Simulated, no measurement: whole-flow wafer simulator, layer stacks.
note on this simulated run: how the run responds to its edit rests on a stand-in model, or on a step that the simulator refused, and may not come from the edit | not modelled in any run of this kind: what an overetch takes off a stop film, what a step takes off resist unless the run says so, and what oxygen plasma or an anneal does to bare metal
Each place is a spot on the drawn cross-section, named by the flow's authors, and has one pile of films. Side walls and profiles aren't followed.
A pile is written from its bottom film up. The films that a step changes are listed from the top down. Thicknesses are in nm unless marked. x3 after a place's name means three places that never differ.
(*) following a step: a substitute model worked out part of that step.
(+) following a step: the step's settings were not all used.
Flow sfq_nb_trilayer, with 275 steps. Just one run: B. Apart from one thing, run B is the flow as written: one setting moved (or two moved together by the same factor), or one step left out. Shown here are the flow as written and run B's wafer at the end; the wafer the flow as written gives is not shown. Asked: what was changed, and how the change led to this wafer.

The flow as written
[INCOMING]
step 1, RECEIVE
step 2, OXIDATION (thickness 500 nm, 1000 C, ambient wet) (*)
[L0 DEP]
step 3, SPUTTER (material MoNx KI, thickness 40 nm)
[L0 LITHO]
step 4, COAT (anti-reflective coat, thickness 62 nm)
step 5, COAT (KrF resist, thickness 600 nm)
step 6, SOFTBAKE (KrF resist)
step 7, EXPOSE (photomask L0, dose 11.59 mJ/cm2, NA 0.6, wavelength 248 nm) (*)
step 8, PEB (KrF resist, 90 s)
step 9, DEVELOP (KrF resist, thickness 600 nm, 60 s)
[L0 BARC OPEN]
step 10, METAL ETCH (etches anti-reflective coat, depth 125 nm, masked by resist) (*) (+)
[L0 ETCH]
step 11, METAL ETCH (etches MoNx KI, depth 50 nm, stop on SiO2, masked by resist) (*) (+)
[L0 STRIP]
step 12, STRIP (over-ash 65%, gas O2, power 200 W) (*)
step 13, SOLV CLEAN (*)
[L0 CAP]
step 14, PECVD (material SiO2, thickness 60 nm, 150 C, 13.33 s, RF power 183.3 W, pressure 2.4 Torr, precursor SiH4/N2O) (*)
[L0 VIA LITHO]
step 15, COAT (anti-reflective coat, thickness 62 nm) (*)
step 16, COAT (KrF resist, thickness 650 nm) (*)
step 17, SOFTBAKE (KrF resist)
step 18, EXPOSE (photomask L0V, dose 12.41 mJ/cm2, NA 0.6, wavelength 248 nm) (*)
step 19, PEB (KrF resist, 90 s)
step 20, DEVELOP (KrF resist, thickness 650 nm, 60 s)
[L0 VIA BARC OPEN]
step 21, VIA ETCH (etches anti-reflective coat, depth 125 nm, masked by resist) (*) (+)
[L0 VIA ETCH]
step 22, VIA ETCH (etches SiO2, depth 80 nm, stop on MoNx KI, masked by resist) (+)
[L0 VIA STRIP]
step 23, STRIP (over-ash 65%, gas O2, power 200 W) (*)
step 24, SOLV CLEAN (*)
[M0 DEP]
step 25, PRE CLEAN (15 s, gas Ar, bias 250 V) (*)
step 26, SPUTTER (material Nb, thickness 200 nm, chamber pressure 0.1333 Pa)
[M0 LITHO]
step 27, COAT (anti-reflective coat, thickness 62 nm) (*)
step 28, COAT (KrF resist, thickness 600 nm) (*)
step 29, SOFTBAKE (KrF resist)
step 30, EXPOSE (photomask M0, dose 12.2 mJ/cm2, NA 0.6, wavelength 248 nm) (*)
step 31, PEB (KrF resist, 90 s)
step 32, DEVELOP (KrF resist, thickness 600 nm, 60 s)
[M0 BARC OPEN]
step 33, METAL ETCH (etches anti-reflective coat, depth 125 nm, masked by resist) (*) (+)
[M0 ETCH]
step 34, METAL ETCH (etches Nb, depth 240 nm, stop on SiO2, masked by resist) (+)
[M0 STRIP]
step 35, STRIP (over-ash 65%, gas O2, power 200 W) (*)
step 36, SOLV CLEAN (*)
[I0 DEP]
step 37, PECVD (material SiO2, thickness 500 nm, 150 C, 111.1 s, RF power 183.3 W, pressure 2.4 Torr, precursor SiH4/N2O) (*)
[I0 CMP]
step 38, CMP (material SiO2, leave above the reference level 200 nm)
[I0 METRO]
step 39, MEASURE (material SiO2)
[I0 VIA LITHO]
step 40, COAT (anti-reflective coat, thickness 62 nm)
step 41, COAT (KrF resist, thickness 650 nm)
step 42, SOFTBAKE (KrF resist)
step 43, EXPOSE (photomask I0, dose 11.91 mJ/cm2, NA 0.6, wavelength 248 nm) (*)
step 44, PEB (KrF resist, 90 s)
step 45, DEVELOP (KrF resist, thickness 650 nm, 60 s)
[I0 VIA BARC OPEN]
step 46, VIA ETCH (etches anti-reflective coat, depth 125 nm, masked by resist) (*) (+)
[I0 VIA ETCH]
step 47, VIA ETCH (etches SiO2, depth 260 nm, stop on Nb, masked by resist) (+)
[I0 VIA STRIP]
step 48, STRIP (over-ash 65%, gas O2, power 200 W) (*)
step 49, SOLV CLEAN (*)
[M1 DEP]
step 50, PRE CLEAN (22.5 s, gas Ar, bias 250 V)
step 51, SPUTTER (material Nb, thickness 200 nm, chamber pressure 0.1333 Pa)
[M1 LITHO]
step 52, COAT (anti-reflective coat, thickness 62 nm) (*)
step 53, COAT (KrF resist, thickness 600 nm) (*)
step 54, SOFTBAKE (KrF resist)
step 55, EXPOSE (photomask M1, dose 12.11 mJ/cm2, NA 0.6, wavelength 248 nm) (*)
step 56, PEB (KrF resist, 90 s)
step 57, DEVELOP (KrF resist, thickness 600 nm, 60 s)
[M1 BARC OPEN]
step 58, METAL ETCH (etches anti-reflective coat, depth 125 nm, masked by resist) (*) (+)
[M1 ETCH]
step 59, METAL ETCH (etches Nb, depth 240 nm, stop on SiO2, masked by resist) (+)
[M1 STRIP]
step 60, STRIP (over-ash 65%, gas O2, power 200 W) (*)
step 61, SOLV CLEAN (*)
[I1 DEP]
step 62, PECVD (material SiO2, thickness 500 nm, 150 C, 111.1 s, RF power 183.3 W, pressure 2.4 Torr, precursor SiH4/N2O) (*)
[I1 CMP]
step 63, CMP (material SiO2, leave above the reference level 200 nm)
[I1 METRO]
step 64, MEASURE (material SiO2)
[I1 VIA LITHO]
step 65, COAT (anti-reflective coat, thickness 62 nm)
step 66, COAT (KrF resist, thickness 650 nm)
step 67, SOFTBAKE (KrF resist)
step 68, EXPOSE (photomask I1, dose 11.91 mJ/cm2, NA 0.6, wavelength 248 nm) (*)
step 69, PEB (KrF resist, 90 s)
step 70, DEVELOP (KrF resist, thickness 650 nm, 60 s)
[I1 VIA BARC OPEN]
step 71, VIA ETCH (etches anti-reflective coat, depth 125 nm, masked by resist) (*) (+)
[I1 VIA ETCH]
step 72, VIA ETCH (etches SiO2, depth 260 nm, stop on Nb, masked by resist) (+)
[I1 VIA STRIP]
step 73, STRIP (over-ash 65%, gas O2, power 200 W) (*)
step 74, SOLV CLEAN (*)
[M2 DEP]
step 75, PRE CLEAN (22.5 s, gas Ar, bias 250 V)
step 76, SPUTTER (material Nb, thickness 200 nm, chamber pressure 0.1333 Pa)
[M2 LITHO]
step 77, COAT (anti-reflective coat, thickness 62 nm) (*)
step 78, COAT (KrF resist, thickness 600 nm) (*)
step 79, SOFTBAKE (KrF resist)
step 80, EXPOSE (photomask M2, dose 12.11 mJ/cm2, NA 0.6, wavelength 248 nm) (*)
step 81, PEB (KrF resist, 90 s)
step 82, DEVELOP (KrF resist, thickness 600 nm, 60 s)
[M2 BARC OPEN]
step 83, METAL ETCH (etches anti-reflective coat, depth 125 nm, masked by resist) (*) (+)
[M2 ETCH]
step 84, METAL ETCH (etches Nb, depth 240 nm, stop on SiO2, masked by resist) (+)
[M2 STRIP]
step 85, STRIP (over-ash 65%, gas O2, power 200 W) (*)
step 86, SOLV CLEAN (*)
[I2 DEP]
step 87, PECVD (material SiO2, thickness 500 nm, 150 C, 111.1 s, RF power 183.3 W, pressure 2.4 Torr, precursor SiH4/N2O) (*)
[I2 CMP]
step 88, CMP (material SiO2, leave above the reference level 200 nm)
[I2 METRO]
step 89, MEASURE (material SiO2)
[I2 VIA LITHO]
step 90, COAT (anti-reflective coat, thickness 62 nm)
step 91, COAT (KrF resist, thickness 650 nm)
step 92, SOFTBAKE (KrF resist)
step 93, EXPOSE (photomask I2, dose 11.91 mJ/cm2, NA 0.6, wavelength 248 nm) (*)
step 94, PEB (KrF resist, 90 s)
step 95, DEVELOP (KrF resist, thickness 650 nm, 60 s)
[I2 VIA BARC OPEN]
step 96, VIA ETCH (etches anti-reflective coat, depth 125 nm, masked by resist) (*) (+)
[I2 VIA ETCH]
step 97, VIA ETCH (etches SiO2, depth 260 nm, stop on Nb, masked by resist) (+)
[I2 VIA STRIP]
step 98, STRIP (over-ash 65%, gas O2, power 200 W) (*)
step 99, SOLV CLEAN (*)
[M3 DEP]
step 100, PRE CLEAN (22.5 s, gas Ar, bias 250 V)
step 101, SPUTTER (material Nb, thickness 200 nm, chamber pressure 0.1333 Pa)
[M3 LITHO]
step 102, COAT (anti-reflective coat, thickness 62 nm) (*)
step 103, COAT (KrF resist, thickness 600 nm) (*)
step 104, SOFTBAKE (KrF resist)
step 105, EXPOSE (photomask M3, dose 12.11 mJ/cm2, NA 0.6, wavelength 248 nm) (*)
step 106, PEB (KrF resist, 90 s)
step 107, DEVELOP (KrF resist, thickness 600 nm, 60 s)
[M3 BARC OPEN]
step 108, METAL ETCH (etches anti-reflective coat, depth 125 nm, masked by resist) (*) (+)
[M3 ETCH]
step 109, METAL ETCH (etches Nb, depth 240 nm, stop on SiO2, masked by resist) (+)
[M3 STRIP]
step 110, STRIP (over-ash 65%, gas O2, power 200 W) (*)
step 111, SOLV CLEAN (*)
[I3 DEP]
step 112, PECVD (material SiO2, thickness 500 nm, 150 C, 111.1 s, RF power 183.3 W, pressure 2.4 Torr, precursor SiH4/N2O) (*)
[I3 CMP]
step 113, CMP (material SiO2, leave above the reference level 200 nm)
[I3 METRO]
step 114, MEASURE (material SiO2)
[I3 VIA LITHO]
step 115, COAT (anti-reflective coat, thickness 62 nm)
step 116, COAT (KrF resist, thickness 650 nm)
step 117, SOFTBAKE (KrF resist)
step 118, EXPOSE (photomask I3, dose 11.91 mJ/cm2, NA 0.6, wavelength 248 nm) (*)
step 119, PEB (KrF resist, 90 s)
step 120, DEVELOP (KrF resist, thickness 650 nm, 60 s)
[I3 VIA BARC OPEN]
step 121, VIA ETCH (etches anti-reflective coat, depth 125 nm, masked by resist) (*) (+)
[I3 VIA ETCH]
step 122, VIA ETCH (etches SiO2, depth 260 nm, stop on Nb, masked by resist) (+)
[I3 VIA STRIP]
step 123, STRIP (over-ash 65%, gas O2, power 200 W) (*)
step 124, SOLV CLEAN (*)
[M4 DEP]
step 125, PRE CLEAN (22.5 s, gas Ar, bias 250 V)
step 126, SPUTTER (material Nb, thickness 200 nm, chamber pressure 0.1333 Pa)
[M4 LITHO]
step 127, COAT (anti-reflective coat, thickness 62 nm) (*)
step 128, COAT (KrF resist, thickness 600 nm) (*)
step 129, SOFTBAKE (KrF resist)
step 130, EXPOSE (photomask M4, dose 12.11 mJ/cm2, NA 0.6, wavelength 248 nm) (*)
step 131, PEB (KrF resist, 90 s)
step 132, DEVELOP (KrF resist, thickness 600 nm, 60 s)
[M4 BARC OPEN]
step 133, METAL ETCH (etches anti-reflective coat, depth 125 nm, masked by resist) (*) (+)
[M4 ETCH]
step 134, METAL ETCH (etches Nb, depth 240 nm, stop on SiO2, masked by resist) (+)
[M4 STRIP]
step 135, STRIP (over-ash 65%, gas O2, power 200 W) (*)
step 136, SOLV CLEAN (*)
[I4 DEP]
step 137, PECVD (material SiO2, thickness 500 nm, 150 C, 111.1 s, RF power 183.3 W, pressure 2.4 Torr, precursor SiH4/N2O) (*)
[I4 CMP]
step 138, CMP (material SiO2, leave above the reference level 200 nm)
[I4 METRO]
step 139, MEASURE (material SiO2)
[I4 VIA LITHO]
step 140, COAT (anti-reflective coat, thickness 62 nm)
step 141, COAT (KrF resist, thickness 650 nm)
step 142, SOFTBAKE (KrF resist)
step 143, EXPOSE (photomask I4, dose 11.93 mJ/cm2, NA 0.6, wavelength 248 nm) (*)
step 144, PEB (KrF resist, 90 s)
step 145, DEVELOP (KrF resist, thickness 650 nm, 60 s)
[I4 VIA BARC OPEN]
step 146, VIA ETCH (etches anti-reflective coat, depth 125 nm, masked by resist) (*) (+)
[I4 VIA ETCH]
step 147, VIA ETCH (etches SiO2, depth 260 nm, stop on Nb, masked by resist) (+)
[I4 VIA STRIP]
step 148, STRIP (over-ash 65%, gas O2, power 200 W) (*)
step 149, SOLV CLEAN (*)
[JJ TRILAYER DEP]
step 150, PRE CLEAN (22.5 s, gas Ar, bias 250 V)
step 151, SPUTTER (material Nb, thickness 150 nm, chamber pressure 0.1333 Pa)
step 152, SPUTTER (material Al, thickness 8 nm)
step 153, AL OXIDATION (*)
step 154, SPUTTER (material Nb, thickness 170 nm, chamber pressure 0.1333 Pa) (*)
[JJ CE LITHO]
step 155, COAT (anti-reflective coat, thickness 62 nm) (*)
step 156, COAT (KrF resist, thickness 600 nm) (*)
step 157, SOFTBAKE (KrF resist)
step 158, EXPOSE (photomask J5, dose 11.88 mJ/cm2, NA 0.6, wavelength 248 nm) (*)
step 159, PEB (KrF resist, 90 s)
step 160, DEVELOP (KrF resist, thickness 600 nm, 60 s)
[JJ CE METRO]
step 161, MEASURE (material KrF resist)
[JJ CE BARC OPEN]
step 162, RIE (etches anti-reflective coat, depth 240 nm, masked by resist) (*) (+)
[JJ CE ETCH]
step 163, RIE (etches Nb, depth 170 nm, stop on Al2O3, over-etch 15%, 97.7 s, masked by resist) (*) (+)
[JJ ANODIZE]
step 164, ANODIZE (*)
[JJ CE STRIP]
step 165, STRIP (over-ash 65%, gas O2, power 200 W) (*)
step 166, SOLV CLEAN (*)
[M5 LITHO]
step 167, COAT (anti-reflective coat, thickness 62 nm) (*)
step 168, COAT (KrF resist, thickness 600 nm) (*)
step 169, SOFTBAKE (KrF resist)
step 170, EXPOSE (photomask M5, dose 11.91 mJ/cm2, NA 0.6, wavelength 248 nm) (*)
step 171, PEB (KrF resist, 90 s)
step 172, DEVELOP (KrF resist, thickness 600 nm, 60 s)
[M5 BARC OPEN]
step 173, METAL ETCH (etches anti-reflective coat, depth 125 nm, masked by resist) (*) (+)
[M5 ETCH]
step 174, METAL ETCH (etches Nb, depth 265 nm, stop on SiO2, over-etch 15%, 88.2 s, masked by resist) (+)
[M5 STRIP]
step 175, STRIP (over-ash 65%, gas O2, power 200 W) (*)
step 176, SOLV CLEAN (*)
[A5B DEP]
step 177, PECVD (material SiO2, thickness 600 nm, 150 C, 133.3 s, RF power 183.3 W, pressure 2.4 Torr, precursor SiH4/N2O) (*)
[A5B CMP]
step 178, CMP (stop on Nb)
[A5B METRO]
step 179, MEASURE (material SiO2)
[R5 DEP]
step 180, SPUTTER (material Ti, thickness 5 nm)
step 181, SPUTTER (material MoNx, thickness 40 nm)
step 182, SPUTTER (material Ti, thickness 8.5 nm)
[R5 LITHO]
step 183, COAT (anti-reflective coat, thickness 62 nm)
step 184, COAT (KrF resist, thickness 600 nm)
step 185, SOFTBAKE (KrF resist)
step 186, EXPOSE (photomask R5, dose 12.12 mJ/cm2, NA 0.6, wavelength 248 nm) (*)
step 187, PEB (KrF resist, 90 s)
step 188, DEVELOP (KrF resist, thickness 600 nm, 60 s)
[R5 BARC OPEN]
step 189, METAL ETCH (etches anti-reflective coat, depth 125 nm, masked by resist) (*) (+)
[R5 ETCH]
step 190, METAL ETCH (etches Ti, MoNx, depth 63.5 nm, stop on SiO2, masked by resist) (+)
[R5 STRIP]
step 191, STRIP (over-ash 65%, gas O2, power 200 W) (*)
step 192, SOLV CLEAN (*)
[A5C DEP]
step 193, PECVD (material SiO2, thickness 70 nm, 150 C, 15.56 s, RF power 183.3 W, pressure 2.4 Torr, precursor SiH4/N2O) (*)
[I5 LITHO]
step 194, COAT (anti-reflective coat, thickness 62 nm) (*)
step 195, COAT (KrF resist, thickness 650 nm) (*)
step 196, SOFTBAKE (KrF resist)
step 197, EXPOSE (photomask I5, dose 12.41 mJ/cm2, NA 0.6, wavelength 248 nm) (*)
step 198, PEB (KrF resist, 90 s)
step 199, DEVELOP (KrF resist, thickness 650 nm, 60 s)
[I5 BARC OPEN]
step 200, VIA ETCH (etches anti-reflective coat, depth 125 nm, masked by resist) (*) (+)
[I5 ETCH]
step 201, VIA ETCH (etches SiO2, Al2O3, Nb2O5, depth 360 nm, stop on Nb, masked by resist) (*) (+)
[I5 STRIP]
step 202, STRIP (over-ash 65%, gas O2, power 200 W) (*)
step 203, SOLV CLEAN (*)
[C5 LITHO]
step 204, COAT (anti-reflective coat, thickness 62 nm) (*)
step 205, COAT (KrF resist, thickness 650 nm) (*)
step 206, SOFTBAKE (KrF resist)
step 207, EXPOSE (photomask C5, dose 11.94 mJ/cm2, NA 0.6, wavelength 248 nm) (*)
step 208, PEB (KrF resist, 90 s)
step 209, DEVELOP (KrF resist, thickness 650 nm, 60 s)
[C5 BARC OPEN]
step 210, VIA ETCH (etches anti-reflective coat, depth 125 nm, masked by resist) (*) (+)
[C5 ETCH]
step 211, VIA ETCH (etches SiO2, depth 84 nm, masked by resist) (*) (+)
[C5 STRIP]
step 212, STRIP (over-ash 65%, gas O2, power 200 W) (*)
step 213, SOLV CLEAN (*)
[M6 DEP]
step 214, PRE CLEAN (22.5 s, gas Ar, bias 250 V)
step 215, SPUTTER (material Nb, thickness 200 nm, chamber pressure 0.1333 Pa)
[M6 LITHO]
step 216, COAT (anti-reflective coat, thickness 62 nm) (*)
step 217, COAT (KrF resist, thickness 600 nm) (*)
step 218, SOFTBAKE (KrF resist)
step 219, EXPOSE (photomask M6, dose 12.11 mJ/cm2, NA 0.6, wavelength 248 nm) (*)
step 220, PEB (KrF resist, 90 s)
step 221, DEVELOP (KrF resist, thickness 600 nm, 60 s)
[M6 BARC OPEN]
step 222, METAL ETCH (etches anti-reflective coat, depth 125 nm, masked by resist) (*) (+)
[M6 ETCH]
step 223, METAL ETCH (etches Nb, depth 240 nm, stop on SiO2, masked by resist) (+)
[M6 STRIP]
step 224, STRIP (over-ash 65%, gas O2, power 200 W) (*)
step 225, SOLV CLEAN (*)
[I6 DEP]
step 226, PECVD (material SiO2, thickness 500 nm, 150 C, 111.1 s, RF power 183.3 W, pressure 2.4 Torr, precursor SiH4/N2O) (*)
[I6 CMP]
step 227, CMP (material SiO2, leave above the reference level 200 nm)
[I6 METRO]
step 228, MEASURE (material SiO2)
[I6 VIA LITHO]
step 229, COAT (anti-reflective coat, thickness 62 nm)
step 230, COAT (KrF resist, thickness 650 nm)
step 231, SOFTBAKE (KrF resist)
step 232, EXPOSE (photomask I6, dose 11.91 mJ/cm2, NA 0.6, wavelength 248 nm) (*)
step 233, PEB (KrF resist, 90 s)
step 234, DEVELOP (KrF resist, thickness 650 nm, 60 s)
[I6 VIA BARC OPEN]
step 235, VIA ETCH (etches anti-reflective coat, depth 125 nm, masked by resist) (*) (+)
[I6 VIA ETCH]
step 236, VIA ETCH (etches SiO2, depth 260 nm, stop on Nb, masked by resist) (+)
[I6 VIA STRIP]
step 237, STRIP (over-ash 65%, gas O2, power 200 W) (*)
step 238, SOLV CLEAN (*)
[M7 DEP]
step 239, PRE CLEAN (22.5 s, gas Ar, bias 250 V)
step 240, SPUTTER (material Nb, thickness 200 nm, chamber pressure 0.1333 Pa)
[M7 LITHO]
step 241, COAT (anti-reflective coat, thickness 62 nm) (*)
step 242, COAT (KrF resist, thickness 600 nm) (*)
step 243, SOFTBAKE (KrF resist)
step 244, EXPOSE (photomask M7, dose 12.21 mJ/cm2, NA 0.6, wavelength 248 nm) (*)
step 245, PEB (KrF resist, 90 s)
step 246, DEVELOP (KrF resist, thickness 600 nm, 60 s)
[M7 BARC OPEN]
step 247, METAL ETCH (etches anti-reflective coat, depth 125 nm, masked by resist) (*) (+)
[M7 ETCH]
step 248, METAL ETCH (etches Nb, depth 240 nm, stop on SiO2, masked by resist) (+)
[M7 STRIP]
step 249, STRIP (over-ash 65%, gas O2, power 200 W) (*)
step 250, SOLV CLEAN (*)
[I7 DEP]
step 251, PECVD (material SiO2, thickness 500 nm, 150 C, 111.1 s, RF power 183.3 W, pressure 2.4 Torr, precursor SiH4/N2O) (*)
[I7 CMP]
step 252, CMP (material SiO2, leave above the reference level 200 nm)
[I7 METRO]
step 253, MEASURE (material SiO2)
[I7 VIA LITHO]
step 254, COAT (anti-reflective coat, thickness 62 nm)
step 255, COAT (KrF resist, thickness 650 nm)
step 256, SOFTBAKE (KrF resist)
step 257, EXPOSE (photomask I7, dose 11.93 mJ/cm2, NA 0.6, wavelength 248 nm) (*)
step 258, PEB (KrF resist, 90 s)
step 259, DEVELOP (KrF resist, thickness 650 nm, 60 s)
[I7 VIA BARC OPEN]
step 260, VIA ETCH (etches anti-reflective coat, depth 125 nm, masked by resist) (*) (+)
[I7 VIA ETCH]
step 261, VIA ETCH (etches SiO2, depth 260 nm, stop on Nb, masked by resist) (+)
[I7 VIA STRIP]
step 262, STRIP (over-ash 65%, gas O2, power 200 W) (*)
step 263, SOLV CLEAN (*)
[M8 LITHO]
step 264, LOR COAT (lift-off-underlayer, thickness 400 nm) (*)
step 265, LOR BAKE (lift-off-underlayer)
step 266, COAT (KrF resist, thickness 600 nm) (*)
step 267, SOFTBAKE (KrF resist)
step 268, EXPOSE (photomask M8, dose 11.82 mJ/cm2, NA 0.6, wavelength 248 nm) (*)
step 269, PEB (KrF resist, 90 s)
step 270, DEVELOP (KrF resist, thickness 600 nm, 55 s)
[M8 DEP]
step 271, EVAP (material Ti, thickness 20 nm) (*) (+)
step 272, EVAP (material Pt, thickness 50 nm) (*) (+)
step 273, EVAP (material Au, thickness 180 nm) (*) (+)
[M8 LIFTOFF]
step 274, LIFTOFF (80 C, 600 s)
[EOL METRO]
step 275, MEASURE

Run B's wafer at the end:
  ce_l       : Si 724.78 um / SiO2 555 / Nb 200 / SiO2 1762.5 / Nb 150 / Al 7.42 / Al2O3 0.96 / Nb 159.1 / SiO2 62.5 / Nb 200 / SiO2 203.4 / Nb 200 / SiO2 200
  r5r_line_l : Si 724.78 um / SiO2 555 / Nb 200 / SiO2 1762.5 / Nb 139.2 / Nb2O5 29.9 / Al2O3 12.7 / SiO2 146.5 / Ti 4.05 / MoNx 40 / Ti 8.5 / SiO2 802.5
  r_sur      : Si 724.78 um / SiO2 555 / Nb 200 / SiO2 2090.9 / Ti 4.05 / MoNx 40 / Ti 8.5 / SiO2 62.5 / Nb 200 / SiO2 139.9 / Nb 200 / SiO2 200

What caused this: step 180, SPUTTER: thickness 4.05 nm was run, though the flow has thickness 5 nm.
The wafer itself shows it: r5r_line_l has Ti 4.05, and step 180 as written asks for 5 nm.

How this came from the change, step by step:
  step 180, SPUTTER (material Ti, thickness 5 nm)
      field_l, v_sur, via_wl and 103 more: +4.05 Ti (new film) (in the flow as written it would be: +5 Ti (new film))
  step 190, METAL ETCH (etches Ti, MoNx, depth 63.5 nm, stop on SiO2, masked by resist) (+)
      field_l, v_sur, via_wl and 92 more: -8.5 Ti (all of it), -40 MoNx (all of it), -4.05 Ti (all of it) (in the flow as written it would be: -8.5 Ti (all of it), -40 MoNx (all of it), -5 Ti (all of it))
      ce_l, c5j, ce_r, wl_jj: -8.5 Ti (all of it), -40 MoNx (all of it), -4.05 Ti (all of it), -10.9 Nb (in the flow as written it would be: -8.5 Ti (all of it), -40 MoNx (all of it), -5 Ti (all of it), -10 Nb)
